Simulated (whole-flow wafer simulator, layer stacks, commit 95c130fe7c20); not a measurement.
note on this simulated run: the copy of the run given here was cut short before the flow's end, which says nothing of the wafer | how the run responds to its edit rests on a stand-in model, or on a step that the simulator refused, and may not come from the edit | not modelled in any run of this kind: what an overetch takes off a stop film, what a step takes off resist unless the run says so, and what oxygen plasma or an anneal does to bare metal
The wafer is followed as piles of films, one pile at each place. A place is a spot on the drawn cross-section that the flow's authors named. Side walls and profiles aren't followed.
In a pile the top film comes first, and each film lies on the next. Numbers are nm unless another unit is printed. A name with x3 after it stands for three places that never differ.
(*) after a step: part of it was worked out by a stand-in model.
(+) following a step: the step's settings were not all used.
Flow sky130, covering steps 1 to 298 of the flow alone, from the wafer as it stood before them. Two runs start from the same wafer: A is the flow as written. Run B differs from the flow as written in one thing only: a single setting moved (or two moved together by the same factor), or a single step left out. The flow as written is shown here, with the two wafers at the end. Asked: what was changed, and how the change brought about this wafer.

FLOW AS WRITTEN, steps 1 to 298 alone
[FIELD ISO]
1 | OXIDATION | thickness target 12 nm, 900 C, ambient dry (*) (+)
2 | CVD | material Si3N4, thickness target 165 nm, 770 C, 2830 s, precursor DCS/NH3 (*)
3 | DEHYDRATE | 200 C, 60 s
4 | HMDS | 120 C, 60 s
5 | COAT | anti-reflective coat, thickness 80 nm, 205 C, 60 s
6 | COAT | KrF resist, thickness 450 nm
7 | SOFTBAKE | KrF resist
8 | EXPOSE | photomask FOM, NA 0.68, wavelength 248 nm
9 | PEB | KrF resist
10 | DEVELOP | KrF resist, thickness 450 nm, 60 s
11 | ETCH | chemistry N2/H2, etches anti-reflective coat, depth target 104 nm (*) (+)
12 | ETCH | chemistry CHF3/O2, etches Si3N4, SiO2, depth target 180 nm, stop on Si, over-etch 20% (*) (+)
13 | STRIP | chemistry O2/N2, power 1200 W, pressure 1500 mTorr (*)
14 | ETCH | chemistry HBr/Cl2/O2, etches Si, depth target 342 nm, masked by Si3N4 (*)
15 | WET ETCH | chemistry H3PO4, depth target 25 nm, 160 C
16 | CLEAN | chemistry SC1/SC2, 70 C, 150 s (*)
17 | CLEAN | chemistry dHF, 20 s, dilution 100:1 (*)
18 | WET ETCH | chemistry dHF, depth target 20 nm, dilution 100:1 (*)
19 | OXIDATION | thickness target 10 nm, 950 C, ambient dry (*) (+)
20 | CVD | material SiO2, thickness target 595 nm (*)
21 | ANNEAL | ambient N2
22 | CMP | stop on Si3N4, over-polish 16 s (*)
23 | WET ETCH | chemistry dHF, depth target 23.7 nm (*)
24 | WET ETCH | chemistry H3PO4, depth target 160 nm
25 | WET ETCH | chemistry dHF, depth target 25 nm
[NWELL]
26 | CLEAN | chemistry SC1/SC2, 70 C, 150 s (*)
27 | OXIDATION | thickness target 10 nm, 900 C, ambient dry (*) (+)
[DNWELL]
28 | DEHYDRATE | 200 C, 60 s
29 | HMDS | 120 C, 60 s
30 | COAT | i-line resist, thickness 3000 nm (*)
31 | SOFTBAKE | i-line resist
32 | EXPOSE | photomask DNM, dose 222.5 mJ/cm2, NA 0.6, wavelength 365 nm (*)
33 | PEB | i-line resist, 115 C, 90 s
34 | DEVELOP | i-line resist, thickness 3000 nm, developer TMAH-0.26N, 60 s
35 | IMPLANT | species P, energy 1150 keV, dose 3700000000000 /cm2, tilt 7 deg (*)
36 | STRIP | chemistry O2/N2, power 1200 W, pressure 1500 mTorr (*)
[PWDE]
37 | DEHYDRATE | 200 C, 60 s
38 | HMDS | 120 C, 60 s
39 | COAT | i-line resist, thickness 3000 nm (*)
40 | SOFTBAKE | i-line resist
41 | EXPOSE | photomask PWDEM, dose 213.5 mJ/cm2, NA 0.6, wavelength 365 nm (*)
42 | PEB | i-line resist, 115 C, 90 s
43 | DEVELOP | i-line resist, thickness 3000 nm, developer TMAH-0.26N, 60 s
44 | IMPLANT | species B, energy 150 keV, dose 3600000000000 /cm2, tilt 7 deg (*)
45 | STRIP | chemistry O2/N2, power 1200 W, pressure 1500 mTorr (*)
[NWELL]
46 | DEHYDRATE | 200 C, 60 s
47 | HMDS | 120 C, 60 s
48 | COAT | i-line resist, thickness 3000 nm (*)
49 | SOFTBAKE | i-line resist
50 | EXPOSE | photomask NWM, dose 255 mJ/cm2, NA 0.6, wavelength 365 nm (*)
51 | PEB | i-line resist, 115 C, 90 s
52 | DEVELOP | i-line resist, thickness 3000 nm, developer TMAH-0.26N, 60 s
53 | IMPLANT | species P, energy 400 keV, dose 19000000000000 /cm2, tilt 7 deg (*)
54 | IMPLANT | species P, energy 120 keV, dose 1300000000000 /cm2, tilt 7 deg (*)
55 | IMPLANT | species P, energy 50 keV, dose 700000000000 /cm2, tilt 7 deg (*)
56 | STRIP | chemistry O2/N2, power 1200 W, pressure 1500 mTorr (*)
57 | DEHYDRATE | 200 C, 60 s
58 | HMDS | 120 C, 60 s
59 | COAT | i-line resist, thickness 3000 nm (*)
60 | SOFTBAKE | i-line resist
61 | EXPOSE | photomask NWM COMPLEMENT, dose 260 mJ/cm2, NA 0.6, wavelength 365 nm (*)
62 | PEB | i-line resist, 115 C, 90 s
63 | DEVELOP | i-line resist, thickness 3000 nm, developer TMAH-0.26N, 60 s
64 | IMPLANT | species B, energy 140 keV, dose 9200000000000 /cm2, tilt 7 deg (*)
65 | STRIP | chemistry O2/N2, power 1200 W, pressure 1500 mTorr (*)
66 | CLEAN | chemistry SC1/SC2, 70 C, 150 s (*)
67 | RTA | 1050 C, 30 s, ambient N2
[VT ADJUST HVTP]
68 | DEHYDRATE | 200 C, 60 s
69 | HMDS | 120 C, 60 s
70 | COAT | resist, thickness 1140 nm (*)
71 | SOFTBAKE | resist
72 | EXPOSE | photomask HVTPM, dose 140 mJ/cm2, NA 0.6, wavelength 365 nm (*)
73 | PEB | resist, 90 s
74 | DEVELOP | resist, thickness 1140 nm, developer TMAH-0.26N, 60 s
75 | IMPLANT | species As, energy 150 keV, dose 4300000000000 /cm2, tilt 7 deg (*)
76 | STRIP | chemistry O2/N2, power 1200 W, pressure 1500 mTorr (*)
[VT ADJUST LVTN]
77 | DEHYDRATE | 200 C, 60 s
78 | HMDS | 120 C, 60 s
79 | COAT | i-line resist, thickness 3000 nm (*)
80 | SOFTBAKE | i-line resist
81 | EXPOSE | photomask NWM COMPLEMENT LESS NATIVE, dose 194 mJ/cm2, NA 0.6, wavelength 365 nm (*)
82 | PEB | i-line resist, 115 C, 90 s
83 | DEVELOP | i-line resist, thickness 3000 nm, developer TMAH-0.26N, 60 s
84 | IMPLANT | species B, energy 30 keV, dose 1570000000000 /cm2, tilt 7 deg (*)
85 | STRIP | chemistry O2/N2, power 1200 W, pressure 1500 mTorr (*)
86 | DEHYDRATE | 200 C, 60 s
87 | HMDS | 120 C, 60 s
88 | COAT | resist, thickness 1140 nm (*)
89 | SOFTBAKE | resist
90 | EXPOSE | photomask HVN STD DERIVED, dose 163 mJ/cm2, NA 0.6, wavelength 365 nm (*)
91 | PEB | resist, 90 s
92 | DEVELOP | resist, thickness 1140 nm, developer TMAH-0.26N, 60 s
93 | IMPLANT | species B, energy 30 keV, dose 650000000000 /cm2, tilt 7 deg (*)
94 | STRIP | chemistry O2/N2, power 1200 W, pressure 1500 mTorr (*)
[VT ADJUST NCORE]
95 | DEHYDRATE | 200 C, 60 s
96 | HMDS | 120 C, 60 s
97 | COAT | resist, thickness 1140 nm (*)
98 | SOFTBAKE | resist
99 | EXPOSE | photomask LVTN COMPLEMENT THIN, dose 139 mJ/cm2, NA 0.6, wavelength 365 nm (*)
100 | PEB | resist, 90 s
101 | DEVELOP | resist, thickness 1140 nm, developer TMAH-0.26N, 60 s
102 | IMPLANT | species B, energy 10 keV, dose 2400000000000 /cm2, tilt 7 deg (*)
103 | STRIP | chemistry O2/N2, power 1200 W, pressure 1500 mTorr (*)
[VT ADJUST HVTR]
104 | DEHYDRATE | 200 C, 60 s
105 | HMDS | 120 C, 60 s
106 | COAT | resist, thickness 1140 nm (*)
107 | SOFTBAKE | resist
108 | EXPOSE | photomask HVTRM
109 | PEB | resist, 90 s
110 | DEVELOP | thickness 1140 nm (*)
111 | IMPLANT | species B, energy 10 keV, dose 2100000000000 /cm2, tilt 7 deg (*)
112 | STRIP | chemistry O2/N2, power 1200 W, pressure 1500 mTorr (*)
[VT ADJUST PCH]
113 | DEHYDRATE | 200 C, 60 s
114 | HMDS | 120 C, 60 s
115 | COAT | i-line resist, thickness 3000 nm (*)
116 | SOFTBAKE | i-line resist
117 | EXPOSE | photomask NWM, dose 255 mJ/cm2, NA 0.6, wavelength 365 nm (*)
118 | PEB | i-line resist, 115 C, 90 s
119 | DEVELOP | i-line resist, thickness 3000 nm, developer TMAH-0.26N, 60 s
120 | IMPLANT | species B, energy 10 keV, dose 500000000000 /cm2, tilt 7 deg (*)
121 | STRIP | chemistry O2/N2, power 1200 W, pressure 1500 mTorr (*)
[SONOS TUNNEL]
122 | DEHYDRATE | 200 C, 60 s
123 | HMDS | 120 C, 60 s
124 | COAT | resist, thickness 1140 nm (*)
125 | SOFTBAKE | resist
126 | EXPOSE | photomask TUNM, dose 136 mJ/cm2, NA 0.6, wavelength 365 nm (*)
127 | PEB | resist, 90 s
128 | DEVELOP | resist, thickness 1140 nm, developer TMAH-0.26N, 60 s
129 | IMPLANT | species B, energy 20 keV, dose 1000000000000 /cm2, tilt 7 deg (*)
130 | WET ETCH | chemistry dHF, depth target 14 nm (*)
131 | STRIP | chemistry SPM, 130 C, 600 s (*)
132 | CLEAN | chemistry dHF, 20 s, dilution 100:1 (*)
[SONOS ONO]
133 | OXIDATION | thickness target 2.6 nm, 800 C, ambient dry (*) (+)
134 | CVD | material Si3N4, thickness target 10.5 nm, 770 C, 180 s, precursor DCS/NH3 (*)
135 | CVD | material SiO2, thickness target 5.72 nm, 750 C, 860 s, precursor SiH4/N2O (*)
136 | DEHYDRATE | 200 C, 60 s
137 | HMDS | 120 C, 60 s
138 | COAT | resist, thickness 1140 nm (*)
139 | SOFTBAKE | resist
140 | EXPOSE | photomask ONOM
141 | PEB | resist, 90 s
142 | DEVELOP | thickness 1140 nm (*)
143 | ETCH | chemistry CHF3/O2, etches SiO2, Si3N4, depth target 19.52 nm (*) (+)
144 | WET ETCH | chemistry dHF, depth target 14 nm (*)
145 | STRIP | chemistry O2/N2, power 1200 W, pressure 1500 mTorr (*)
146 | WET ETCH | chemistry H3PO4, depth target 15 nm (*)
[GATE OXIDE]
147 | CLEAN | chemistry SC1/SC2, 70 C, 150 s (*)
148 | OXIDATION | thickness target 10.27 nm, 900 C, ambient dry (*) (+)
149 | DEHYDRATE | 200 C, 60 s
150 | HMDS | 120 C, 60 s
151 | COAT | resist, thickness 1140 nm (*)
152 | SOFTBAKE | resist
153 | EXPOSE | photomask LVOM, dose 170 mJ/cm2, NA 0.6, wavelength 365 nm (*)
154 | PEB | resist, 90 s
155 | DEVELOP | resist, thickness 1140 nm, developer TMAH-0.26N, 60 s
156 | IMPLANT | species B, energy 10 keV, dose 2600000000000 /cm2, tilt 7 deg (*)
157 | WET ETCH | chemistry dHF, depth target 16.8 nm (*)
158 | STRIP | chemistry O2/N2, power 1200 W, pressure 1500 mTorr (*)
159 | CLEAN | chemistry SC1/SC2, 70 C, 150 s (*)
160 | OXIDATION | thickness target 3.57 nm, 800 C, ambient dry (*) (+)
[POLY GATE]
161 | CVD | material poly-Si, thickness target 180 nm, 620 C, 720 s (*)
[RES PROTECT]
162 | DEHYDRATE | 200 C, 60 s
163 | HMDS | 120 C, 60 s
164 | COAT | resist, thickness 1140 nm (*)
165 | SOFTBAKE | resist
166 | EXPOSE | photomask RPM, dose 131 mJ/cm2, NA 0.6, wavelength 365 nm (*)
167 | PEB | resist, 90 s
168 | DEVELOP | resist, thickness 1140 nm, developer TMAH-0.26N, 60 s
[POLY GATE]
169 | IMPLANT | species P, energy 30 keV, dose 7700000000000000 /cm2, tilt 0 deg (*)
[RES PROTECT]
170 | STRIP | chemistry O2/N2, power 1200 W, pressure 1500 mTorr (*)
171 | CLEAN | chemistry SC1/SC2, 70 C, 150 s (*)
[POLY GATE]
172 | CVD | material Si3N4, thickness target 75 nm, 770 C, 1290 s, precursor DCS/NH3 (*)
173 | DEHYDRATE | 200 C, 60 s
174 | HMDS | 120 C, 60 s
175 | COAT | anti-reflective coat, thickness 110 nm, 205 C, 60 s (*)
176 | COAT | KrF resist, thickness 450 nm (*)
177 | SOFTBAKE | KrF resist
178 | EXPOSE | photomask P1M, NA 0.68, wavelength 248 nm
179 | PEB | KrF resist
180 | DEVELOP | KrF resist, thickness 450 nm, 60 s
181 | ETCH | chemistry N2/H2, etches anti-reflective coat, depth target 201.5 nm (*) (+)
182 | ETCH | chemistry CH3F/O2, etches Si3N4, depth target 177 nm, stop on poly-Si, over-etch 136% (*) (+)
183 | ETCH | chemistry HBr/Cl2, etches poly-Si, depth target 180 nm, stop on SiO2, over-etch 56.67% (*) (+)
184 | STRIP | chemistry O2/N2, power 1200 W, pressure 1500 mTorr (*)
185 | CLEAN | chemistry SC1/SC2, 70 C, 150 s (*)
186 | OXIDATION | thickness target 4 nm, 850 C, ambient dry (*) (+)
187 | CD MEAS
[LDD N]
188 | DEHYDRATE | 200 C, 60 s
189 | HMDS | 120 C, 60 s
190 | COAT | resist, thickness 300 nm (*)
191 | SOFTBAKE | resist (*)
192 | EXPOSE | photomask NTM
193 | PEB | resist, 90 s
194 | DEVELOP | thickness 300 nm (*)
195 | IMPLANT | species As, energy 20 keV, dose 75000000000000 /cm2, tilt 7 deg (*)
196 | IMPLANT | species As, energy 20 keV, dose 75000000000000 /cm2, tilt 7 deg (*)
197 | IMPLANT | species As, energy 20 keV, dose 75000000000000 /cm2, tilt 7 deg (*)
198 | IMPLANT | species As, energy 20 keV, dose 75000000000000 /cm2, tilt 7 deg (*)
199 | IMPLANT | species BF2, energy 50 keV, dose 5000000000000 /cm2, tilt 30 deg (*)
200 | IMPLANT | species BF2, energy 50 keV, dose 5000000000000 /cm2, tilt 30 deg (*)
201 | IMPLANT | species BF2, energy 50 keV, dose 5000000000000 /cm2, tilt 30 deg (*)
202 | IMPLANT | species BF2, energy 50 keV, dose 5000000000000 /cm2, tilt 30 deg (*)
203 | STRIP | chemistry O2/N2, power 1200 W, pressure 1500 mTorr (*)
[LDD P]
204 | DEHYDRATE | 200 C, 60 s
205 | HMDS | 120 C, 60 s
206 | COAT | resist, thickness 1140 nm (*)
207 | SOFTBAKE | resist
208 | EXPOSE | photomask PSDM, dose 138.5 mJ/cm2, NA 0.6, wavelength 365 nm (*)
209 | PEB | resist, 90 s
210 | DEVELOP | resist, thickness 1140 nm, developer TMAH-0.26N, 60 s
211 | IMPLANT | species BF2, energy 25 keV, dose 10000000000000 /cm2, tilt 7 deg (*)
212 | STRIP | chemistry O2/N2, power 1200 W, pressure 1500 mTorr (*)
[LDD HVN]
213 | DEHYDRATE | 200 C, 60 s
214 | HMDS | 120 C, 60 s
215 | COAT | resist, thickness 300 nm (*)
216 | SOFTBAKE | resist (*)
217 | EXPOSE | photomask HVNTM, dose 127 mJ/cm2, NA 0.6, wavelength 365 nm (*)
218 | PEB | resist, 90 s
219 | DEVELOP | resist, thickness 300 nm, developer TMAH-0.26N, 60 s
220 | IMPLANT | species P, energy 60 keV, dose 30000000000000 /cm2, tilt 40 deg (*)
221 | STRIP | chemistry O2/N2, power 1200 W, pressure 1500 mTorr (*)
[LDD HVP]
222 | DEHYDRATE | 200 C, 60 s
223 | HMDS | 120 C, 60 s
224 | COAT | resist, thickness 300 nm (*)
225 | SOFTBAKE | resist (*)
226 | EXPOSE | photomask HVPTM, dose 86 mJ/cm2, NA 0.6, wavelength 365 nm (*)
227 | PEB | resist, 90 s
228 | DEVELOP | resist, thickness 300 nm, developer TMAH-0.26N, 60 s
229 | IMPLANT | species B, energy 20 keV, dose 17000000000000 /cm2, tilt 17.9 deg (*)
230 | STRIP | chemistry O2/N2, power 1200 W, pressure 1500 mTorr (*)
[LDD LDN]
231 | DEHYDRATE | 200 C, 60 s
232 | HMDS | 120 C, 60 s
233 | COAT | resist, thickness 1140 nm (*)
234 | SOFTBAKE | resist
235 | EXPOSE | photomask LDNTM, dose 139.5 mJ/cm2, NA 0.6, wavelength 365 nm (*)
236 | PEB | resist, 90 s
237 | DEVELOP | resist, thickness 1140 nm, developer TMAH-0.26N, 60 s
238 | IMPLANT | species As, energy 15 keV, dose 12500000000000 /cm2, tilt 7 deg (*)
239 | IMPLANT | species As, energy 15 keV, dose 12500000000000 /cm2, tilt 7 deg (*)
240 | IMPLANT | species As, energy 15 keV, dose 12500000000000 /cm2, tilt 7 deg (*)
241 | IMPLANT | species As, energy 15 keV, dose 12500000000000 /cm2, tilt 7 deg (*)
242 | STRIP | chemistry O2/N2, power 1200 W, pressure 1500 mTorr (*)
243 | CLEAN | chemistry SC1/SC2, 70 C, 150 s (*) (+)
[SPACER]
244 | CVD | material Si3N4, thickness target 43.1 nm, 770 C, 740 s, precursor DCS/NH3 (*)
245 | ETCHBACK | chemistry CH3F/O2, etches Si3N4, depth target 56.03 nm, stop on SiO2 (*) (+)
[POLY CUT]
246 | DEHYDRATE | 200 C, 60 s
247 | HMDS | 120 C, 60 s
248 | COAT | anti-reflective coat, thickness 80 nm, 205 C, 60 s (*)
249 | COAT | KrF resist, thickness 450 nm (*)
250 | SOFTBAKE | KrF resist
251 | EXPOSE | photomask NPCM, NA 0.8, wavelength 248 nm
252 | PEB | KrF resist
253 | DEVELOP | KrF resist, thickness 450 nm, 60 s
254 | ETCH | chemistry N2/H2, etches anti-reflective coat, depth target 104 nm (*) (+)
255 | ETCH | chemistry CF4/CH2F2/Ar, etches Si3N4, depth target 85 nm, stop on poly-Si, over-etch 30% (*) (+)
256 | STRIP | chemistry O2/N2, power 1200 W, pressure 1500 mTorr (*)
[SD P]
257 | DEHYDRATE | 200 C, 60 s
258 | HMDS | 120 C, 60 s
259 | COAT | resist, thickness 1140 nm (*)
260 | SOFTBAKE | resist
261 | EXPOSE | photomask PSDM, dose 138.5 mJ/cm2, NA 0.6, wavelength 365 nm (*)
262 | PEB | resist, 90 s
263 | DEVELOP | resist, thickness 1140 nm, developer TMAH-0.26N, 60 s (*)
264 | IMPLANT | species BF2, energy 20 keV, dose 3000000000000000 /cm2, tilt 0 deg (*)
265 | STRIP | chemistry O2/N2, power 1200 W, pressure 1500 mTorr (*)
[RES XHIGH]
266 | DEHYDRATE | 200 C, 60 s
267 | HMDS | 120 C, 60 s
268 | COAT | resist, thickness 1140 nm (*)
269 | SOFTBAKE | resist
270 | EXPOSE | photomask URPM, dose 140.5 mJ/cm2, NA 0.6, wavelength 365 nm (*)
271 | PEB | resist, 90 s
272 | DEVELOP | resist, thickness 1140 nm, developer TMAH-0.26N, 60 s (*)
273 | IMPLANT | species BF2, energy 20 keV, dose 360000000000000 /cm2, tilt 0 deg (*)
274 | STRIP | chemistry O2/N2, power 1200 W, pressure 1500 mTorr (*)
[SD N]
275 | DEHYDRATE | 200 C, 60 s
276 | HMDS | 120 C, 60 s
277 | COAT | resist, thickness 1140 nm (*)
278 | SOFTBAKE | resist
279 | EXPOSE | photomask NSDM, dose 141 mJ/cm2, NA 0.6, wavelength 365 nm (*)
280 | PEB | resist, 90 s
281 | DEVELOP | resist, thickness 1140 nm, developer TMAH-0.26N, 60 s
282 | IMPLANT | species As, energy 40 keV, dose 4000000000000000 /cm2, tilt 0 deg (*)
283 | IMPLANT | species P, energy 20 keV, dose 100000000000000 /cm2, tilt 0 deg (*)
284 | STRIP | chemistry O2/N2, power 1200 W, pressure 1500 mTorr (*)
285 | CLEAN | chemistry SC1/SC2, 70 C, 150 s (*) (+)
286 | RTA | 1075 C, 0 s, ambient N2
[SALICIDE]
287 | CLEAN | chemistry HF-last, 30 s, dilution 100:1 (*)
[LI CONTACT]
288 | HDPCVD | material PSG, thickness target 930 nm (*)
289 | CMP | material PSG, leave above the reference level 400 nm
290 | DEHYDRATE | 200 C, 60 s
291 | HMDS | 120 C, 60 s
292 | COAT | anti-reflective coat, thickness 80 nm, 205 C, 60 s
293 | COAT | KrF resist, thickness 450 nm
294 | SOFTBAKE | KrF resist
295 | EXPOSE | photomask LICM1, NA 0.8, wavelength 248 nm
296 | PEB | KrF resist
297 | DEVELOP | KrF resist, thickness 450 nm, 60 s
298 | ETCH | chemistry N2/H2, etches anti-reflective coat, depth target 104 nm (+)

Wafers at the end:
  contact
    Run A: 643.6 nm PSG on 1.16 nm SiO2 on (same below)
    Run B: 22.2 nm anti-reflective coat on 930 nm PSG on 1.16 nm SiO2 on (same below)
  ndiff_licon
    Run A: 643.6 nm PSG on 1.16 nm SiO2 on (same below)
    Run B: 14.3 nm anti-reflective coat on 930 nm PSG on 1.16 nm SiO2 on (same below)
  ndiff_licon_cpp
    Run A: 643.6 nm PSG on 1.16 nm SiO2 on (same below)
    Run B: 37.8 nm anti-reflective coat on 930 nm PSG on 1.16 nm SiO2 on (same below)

The reason: step 289, CMP: material PSG, leave above the reference level 400 nm, was omitted.

The path from the change to this, step by step:
  292 | COAT | anti-reflective coat, thickness 80 nm, 205 C, 60 s
      n_well, pad, poly_endcap, gate_lvt_sd, gate_p_sd, gate_p_hvt_sd, poly_endcap_nw: A anti-reflective coat gains 80 (new film) | B anti-reflective coat gains 3 (new film)
      p_well, sd_n, sd_p, contact: A anti-reflective coat gains 80 (new film) | B anti-reflective coat gains 126.2 (new film)
      (and at 159 other places as well)
  293 | COAT | KrF resist, thickness 450 nm
      p_well, sd_n, sd_p, contact, mim_edge_plate_strap x4: A KrF resist gains 450 (new film) | B KrF resist gains 507.5 (new film)
      ndiff_ln, varactor_edge, mim2: A KrF resist gains 450 (new film) | B KrF resist gains 489.2 (new film)
      (and at 138 other places as well)
  296 | PEB | KrF resist
      gate_pwde_dnw, de16_nw_fp, de16_gate_nw, de16_pw_fp: A KrF resist loses 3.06 | B KrF resist loses 2.41
      gate_hv_dnw, spacer_p, spacer_p_hvt: A KrF resist loses 3.06 | B KrF resist loses 2.38
      (and at 37 other places as well)
  297 | DEVELOP | KrF resist, thickness 450 nm, 60 s
      poly_licon, rpo_hd_licon: A KrF resist loses 446.9 (all of it) | B KrF resist loses 346.3 (all of it)
      contact: A KrF resist loses 446.9 (all of it) | B KrF resist loses 504.1 (all of it)
      (and at 2 other places as well)
  298 | ETCH | chemistry N2/H2, etches anti-reflective coat, depth target 104 nm (+)
      contact, ndiff_licon, ndiff_licon_cpp: A anti-reflective coat loses 80 (all of it), PSG loses 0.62 | B anti-reflective coat loses 104
      poly_licon, rpo_hd_licon: A anti-reflective coat loses 80 (all of it), PSG loses 0.62 | B anti-reflective coat loses 76 (all of it), PSG loses 0.72
